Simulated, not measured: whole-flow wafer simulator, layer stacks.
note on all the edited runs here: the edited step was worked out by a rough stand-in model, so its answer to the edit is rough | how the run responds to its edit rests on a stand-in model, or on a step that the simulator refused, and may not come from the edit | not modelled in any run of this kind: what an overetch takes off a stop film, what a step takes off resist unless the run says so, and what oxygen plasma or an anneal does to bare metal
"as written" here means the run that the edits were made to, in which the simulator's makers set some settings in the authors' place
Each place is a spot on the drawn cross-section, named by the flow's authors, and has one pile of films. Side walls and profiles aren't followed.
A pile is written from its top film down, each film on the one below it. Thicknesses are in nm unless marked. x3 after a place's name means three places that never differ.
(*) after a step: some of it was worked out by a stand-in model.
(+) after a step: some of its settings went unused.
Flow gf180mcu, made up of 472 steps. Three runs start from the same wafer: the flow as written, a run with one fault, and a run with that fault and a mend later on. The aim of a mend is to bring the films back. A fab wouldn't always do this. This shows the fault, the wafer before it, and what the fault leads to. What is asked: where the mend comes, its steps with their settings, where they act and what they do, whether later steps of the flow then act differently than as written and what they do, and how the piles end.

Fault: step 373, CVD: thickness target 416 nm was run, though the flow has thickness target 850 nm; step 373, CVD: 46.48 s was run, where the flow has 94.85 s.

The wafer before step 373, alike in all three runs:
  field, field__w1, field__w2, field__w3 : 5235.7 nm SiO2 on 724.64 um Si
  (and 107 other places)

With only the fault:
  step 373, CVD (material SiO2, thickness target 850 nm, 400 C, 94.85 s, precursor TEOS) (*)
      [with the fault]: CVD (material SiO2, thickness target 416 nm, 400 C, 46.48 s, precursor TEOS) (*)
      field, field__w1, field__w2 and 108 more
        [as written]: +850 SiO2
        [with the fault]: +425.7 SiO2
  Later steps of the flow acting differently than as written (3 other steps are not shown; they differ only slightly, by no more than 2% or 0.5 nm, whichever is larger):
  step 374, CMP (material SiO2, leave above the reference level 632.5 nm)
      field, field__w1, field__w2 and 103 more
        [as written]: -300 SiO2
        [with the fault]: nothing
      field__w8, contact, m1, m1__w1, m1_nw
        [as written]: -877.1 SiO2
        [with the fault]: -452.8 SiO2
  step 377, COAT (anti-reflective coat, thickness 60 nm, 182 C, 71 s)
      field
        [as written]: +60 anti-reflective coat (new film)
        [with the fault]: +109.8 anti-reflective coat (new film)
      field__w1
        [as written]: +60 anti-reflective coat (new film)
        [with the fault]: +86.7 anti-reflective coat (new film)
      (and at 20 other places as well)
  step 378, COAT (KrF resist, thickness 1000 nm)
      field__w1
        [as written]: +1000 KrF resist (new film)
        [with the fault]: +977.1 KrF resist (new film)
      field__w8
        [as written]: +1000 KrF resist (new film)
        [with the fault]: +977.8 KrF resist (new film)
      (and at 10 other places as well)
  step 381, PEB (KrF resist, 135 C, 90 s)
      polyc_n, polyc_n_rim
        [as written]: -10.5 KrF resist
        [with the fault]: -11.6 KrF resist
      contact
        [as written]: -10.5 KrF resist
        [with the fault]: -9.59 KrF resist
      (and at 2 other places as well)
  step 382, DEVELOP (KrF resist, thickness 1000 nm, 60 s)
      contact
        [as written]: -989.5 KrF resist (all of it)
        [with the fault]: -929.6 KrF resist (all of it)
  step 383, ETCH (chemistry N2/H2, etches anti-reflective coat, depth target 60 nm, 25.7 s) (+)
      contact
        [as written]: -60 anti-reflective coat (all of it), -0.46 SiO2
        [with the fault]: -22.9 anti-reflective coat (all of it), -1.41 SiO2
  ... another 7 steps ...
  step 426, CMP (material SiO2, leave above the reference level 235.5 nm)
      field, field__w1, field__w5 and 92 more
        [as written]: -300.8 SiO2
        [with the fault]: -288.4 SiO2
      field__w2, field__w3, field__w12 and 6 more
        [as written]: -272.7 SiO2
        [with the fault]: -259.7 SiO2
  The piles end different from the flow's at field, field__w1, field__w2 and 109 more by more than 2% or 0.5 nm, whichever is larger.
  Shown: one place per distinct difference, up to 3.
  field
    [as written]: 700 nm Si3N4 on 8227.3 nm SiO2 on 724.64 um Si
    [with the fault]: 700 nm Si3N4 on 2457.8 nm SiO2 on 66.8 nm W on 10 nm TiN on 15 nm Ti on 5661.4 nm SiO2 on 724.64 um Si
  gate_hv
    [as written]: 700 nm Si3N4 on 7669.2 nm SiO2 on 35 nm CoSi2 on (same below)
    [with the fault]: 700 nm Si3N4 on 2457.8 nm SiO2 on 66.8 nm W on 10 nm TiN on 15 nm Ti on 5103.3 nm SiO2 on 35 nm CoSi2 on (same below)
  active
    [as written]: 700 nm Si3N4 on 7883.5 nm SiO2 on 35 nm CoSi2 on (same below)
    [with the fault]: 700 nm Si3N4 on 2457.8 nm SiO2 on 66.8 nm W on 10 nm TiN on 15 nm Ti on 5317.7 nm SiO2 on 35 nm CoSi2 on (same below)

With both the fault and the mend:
  The mend stands after step 373.
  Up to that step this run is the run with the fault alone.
  step 373a, CVD (material SiO2, thickness target 434 nm, 400 C, 48.43 s, precursor TEOS) (*) (the flow's step 373 again, with other settings)
      field, field__w1, field__w2 and 108 more
        +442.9 SiO2
  Later steps of the flow acting differently than as written:
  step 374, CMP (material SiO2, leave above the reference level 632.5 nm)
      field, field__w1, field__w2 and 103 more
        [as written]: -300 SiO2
        [with the mend]: -318.6 SiO2
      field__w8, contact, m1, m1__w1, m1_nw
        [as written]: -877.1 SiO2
        [with the mend]: -895.7 SiO2
  By the end, the piles equal the flow's at every place that both follow.
